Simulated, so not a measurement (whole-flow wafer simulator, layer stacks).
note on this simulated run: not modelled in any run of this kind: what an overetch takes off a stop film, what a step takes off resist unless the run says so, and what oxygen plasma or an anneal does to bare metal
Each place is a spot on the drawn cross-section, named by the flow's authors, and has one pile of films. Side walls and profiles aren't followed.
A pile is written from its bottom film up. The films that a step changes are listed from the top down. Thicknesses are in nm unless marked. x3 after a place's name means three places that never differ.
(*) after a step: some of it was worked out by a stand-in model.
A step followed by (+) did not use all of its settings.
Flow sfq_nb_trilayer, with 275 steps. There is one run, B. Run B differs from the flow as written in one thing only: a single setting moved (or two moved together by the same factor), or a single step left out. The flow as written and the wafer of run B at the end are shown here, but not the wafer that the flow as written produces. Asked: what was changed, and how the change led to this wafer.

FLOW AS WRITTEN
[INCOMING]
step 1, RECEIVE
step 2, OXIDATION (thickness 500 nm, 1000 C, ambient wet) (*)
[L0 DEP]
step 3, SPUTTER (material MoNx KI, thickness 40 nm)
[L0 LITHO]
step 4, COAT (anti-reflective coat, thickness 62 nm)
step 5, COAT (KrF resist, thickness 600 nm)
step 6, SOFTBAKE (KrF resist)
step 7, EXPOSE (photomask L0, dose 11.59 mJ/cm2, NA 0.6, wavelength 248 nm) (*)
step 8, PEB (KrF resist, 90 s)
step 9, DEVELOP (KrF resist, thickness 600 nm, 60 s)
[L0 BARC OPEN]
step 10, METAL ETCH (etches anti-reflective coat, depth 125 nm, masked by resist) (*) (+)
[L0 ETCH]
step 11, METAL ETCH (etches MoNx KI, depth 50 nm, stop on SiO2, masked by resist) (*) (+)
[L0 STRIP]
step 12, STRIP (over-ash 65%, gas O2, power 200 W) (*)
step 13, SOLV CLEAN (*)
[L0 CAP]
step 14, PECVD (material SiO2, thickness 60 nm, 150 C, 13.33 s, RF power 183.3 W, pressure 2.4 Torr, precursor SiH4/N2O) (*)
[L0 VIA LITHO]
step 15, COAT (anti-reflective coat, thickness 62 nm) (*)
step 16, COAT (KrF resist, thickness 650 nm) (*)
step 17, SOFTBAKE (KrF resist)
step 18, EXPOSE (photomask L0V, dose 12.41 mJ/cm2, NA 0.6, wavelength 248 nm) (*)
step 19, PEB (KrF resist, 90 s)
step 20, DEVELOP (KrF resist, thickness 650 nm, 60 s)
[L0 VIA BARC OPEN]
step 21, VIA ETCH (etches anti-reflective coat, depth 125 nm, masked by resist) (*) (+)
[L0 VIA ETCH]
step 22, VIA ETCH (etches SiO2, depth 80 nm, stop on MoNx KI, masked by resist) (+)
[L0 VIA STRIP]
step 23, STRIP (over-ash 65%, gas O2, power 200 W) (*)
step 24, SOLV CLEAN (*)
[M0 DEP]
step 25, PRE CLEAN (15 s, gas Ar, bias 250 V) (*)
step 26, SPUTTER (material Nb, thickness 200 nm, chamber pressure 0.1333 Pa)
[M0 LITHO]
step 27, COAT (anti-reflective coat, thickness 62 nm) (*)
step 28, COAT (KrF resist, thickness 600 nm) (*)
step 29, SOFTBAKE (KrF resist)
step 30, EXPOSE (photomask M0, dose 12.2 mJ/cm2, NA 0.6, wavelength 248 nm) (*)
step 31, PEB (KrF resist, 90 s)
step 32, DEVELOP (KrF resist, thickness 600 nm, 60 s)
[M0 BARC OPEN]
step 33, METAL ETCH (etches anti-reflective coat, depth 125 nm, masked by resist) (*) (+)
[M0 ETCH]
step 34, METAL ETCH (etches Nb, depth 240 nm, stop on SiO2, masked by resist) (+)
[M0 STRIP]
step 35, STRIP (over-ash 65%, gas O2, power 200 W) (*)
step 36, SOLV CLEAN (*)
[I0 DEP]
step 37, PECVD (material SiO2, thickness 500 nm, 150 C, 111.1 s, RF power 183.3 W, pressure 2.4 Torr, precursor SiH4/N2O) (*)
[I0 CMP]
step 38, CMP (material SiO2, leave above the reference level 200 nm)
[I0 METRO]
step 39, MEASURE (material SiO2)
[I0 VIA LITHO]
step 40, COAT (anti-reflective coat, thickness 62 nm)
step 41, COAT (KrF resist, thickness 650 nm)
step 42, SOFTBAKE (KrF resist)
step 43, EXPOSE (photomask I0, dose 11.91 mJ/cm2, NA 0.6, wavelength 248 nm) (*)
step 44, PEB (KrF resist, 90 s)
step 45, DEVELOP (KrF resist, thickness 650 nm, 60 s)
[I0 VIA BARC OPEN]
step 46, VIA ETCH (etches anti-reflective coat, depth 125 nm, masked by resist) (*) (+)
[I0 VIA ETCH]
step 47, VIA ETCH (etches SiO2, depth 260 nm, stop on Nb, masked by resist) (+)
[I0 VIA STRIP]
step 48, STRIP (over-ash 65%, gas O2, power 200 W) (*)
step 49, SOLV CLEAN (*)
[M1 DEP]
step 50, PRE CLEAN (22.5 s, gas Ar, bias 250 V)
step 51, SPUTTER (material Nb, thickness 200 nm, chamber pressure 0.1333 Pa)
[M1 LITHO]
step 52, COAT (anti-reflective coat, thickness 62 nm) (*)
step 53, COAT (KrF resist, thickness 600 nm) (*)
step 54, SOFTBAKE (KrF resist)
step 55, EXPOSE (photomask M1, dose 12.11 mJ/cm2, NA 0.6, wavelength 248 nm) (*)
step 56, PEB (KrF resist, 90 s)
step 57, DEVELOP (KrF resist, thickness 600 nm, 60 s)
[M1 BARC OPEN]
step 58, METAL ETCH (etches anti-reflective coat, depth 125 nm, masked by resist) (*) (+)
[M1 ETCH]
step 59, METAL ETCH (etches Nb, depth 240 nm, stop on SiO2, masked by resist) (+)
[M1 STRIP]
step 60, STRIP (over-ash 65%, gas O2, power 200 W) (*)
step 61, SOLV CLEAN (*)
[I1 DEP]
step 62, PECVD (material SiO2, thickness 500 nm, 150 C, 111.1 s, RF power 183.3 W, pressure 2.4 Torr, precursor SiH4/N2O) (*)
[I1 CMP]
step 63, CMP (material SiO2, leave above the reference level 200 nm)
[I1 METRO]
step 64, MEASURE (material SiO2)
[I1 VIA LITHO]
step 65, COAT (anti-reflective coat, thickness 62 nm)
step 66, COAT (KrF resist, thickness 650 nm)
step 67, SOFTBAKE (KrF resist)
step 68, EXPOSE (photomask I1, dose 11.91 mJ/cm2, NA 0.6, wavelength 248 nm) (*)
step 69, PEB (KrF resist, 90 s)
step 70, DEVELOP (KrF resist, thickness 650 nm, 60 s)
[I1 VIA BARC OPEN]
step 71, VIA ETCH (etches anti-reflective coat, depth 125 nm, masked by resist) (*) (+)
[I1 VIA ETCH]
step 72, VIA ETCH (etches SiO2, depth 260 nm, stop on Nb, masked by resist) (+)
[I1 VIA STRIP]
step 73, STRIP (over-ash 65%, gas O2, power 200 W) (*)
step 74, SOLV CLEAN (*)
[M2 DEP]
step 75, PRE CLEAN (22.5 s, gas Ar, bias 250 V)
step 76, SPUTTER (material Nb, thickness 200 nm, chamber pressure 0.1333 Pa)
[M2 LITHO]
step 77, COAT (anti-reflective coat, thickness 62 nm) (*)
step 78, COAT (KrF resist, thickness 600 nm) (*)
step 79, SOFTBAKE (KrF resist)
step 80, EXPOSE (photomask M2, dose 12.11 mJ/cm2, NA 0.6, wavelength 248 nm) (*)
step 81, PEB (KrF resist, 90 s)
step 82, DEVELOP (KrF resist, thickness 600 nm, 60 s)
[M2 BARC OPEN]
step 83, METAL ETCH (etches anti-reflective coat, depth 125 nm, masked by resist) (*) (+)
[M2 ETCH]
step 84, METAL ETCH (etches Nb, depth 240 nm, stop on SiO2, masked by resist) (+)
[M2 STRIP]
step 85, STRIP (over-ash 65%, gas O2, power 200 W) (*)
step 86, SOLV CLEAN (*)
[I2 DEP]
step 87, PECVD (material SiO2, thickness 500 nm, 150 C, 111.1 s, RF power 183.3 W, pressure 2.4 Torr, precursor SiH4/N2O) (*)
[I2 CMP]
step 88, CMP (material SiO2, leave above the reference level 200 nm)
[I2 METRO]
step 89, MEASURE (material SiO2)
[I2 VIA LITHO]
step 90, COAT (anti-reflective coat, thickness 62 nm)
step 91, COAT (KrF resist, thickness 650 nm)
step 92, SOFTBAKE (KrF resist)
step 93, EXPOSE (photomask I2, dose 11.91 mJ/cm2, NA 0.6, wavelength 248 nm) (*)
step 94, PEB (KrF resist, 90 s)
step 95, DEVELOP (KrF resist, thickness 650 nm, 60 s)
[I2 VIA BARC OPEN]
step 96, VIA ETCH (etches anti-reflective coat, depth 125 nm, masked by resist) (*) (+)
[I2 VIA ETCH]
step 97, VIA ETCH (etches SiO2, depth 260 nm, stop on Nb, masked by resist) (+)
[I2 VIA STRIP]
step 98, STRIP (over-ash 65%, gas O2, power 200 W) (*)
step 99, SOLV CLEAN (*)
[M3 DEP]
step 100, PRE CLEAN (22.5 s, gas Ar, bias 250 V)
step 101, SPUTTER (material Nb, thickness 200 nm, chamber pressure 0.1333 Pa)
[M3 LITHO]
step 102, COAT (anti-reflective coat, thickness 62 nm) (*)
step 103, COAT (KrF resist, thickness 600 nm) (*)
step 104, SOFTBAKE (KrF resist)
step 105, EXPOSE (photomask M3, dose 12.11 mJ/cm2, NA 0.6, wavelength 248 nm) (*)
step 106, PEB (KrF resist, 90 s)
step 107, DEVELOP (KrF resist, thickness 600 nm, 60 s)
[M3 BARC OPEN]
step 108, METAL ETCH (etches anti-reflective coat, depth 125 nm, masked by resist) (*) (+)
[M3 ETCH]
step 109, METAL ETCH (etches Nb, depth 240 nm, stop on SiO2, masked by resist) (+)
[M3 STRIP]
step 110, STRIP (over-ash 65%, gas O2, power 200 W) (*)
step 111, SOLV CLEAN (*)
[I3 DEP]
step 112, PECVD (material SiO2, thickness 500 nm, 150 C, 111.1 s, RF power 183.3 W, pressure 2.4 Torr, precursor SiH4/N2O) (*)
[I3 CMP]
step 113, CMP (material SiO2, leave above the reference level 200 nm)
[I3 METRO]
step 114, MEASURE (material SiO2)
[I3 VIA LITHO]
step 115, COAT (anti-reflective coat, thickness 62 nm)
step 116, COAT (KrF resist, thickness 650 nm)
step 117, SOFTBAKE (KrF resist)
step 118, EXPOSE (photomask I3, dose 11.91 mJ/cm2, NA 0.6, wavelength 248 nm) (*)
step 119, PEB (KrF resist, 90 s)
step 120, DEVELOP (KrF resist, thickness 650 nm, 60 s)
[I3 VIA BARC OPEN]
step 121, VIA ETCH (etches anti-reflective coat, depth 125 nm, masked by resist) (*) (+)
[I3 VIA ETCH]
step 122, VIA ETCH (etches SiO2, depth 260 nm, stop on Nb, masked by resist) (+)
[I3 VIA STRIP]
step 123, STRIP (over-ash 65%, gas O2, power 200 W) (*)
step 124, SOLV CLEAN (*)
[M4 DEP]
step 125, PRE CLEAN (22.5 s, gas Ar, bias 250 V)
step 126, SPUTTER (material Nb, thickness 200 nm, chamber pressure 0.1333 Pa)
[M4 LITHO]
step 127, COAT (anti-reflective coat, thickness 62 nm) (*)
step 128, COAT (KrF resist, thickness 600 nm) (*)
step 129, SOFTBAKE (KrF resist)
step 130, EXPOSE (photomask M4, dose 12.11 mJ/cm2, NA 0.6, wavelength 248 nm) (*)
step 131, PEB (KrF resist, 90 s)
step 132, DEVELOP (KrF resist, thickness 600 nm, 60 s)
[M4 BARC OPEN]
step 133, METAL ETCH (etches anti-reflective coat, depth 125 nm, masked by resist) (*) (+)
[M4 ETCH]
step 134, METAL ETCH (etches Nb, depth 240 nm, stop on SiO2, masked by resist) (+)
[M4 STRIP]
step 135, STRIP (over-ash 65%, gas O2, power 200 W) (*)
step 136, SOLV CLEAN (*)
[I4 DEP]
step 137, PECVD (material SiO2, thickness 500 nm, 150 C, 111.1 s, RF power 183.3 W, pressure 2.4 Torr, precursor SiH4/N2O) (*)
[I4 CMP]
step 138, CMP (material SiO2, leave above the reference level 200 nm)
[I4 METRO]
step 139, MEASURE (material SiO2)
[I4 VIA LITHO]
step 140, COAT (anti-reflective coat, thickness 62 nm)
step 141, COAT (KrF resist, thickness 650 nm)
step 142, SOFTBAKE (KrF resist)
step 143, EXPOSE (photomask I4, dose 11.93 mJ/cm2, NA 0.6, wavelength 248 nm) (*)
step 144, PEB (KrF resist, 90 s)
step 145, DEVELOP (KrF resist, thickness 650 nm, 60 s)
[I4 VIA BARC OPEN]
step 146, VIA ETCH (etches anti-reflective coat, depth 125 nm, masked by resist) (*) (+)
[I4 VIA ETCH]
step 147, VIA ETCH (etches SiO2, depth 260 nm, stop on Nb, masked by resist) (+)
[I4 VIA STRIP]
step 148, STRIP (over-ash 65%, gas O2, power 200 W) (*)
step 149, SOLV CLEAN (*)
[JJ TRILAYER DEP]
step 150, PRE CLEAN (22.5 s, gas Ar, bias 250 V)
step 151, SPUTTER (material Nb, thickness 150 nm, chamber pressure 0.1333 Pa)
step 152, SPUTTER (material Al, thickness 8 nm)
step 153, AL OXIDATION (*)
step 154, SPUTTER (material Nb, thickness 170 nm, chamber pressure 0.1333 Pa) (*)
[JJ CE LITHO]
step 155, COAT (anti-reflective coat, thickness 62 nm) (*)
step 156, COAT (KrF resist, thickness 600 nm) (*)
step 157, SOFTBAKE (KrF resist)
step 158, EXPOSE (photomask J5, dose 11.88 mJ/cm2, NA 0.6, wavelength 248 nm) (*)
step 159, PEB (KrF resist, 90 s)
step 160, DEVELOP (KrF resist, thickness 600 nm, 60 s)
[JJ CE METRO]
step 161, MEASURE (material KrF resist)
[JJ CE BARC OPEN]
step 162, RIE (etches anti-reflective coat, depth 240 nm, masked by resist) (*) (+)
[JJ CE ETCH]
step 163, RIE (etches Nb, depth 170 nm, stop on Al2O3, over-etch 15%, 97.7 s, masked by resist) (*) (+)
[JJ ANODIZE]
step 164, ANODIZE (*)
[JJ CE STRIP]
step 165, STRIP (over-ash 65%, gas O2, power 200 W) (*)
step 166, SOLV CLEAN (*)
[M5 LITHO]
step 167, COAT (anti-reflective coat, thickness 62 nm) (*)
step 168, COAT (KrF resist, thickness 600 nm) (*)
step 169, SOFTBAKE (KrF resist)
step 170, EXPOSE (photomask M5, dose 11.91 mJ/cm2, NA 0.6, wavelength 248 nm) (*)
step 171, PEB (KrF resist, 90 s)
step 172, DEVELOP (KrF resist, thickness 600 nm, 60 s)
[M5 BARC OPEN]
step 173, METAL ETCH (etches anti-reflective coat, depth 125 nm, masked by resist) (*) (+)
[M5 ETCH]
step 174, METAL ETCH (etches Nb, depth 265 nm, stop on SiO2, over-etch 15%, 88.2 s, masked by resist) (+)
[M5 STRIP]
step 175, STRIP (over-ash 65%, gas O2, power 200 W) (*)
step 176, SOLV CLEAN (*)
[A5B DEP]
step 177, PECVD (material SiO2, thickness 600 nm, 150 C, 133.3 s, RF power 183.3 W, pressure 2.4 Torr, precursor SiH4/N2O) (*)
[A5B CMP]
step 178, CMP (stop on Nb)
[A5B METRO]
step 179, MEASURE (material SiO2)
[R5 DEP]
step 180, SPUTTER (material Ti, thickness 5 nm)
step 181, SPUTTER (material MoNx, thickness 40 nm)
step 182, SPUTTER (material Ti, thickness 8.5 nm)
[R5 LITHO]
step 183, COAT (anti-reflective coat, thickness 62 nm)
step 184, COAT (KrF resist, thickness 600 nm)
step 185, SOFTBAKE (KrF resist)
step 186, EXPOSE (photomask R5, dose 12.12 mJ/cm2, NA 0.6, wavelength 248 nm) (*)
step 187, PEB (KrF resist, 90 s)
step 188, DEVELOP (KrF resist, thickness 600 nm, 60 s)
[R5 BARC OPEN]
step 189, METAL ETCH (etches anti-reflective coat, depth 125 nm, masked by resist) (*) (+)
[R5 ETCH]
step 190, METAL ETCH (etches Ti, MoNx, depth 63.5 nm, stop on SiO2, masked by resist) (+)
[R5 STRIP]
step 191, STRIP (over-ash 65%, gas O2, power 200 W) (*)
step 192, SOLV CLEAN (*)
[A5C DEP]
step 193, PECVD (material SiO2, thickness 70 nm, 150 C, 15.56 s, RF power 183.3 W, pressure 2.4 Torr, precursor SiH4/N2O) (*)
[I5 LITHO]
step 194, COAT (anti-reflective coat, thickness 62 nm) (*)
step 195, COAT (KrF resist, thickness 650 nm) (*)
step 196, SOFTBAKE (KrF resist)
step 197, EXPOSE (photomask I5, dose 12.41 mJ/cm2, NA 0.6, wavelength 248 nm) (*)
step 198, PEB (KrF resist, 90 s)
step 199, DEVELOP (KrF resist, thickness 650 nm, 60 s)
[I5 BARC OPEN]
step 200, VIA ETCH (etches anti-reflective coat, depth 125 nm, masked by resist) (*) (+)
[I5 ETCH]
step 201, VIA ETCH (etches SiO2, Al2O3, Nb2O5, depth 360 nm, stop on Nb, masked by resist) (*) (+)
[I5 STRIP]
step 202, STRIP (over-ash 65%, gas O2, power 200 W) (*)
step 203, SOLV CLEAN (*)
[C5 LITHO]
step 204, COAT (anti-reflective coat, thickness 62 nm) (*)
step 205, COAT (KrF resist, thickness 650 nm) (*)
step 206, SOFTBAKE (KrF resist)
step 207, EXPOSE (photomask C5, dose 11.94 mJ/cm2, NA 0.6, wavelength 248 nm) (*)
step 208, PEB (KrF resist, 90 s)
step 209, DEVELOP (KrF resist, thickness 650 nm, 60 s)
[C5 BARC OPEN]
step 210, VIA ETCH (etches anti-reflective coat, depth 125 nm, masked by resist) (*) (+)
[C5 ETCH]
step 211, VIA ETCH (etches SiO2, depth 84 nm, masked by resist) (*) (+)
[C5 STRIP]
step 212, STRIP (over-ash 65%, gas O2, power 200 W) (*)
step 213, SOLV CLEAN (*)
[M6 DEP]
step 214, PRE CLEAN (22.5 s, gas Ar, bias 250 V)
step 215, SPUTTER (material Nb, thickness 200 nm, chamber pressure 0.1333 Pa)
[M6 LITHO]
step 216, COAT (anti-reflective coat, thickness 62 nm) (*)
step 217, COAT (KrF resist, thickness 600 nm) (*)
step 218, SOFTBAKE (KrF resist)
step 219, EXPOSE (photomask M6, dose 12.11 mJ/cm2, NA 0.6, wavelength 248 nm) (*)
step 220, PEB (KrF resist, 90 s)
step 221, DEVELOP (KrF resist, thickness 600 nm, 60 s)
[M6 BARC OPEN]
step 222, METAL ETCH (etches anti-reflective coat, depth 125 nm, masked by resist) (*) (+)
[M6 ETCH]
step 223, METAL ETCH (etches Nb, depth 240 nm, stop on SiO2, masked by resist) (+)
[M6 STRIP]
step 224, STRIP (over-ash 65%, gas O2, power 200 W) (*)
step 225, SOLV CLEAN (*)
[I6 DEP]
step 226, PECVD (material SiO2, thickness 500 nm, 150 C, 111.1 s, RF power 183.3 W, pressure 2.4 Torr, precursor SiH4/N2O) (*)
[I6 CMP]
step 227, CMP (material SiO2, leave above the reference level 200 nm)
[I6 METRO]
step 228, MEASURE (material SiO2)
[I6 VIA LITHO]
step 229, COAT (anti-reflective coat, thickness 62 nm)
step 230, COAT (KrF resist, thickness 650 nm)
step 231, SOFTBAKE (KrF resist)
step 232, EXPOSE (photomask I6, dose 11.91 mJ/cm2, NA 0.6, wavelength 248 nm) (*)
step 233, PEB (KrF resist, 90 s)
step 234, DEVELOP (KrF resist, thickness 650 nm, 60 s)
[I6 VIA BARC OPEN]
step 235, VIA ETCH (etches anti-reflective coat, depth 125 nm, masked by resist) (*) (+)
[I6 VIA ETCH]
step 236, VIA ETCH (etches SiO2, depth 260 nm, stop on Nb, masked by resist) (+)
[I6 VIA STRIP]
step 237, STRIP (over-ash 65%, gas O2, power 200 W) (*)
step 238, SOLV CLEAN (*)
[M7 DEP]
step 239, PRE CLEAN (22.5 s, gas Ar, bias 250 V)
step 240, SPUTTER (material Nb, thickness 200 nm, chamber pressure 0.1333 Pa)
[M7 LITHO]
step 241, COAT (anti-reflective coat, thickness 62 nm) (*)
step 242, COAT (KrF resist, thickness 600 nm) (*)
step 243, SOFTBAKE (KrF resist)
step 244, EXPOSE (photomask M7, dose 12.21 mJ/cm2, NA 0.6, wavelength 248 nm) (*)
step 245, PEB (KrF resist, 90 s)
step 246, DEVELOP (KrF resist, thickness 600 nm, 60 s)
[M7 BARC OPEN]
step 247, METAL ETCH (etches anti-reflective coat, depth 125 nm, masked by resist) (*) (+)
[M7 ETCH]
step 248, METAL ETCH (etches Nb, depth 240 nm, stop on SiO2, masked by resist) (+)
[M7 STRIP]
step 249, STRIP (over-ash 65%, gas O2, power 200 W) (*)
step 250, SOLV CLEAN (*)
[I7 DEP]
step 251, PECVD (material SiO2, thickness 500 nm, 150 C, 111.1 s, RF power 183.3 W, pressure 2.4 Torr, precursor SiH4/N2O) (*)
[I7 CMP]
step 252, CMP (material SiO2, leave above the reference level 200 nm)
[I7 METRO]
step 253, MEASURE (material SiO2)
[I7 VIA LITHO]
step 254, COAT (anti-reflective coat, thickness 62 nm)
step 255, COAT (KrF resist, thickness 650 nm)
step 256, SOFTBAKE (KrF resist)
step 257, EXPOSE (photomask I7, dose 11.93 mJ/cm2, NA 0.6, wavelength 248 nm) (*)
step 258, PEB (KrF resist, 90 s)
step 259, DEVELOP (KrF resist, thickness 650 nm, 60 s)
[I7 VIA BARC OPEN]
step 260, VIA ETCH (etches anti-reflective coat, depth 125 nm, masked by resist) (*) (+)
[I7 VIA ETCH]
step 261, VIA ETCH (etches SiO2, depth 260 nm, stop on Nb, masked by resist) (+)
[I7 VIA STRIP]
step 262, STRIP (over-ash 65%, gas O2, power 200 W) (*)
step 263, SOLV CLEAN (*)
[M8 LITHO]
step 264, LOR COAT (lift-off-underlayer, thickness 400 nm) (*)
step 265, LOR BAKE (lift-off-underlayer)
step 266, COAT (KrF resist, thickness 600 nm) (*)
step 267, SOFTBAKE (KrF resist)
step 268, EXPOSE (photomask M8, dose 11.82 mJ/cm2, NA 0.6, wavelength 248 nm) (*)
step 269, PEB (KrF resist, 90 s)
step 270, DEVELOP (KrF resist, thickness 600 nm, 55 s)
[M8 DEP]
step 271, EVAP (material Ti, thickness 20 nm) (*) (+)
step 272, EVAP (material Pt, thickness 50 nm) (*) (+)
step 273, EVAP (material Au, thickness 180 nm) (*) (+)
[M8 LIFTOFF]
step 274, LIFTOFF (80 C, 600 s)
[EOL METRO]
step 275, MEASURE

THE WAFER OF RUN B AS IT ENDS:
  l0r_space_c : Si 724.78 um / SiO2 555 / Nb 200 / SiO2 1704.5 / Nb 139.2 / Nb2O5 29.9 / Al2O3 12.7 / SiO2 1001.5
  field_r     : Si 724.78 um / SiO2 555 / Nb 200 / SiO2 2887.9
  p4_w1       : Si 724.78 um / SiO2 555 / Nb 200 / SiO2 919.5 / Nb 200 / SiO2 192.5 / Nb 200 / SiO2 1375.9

Cause: step 63, CMP: leave above the reference level 142 nm was run, whereas the flow has leave above the reference level 200 nm.

The path from the change to this, step by step:
  step 63, CMP (material SiO2, leave above the reference level 200 nm)
      field_l, be, be_sur and 72 more: -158 SiO2 (as written it would have been: -100 SiO2)
      v_sur, via_wl, via_wr and 20 more: -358 SiO2 (as written it would have been: -300 SiO2)
      (as well as at 8 more places)
  step 72, VIA ETCH (etches SiO2, depth 260 nm, stop on Nb, masked by resist) (+)
      field_l, v_sur, via_wl and 102 more: -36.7 KrF resist (as written it would have been: -44.8 KrF resist)
      via_v: -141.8 SiO2 (all of it) (as written it would have been: -199.8 SiO2 (all of it))
  step 76, SPUTTER (material Nb, thickness 200 nm, chamber pressure 0.1333 Pa)
      via_v: +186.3 Nb (as written it would have been: +174.5 Nb)
  step 77, COAT (anti-reflective coat, thickness 62 nm) (*)
      via_sp: +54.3 anti-reflective coat (new film) (as written it would have been: +53.2 anti-reflective coat (new film))
      via_v: +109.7 anti-reflective coat (new film) (as written it would have been: +123.1 anti-reflective coat (new film))
      (as well as at 1 more place)
  step 78, COAT (KrF resist, thickness 600 nm) (*)
      via_v: +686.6 KrF resist (new film) (as written it would have been: +733.7 KrF resist (new film))
  step 85, STRIP (over-ash 65%, gas O2, power 200 W) (*)
      via_sp: -378.3 KrF resist (all of it), -54.3 anti-reflective coat (all of it) (as written it would have been: -374.4 KrF resist (all of it), -53.2 anti-reflective coat (all of it))
      via_v: -468.7 KrF resist (all of it), -109.7 anti-reflective coat (all of it) (as written it would have been: -515.8 KrF resist (all of it), -123.1 anti-reflective coat (all of it))
      (as well as at 1 more place)
  step 87, PECVD (material SiO2, thickness 500 nm, 150 C, 111.1 s, RF power 183.3 W, pressure 2.4 Torr, precursor SiH4/N2O) (*)
      via_v: +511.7 SiO2 (new film) (as written it would have been: +606 SiO2 (new film))
  step 88, CMP (material SiO2, leave above the reference level 200 nm)
      via_v: -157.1 SiO2 (as written it would have been: -181.6 SiO2)
